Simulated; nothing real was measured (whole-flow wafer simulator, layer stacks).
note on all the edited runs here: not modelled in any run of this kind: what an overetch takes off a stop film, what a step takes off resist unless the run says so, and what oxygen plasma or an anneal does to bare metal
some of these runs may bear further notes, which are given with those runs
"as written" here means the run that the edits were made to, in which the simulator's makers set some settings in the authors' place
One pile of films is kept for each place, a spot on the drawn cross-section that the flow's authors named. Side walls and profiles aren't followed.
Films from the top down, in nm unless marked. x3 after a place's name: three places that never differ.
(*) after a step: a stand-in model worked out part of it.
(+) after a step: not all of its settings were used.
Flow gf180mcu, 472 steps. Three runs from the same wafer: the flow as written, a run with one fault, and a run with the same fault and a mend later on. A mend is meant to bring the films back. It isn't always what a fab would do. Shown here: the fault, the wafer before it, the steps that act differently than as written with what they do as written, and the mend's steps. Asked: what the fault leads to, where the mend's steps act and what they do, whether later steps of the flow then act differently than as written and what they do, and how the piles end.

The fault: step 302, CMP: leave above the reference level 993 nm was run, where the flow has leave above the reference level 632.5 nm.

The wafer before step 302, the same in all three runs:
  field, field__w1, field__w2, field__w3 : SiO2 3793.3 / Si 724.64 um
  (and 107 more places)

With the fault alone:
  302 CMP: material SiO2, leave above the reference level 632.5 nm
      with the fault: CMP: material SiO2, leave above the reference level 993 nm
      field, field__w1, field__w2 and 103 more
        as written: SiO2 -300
        with the fault: nothing
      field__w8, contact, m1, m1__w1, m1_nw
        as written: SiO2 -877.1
        with the fault: SiO2 -516.6
  Later steps of the flow that act differently than as written (5 more steps differ only slightly, by at most 2% or 0.5 nm, whichever is larger, and aren't shown):
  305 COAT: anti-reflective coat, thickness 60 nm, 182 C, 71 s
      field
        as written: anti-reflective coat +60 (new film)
        with the fault: anti-reflective coat +84.2 (new film)
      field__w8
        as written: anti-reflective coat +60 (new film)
        with the fault: anti-reflective coat +27.7 (new film)
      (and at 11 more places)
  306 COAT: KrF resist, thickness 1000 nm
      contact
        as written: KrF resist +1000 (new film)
        with the fault: KrF resist +978 (new film)
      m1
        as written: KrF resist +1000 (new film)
        with the fault: KrF resist +975.6 (new film)
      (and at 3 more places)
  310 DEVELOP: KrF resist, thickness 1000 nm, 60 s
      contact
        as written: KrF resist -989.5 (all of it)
        with the fault: KrF resist -967.7 (all of it)
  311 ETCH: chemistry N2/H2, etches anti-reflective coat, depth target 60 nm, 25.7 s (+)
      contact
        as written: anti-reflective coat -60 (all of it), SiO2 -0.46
        with the fault: anti-reflective coat -31.2 (all of it), SiO2 -1.2
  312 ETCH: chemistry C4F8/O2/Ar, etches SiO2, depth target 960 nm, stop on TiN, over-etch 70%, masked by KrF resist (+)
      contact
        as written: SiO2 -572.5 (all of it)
        with the fault: SiO2 -932.2 (all of it)
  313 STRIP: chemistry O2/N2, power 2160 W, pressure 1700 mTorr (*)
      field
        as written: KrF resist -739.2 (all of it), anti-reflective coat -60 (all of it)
        with the fault: KrF resist -727.9 (all of it), anti-reflective coat -84.2 (all of it)
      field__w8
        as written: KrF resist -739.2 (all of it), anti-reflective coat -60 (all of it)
        with the fault: KrF resist -732.6 (all of it), anti-reflective coat -27.7 (all of it)
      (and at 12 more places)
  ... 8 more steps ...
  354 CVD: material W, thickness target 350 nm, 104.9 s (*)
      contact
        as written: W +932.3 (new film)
        with the fault: W +990.9 (new film)
  At the end the piles differ from the flow's by more than 2% or 0.5 nm, whichever is larger, at field, field__w1, field__w2 and 109 more.
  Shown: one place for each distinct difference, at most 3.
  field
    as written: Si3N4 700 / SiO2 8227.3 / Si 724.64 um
    with the fault: Si3N4 700 / SiO2 8585.5 / Si 724.64 um
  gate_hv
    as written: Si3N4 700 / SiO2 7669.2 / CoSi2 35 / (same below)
    with the fault: Si3N4 700 / SiO2 8027.4 / CoSi2 35 / (same below)
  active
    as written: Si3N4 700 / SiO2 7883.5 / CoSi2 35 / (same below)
    with the fault: Si3N4 700 / SiO2 8241.8 / CoSi2 35 / (same below)

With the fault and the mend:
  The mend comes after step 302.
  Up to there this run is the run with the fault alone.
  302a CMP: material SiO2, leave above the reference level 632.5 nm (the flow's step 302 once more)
      field, field__w1, field__w2 and 103 more
        SiO2 -300
      field__w8, contact, m1, m1__w1, m1_nw
        SiO2 -360.5
  No later step of the flow acts differently than as written at any place that is followed.
  At the end the piles are the same as the flow's at every place that both follow.
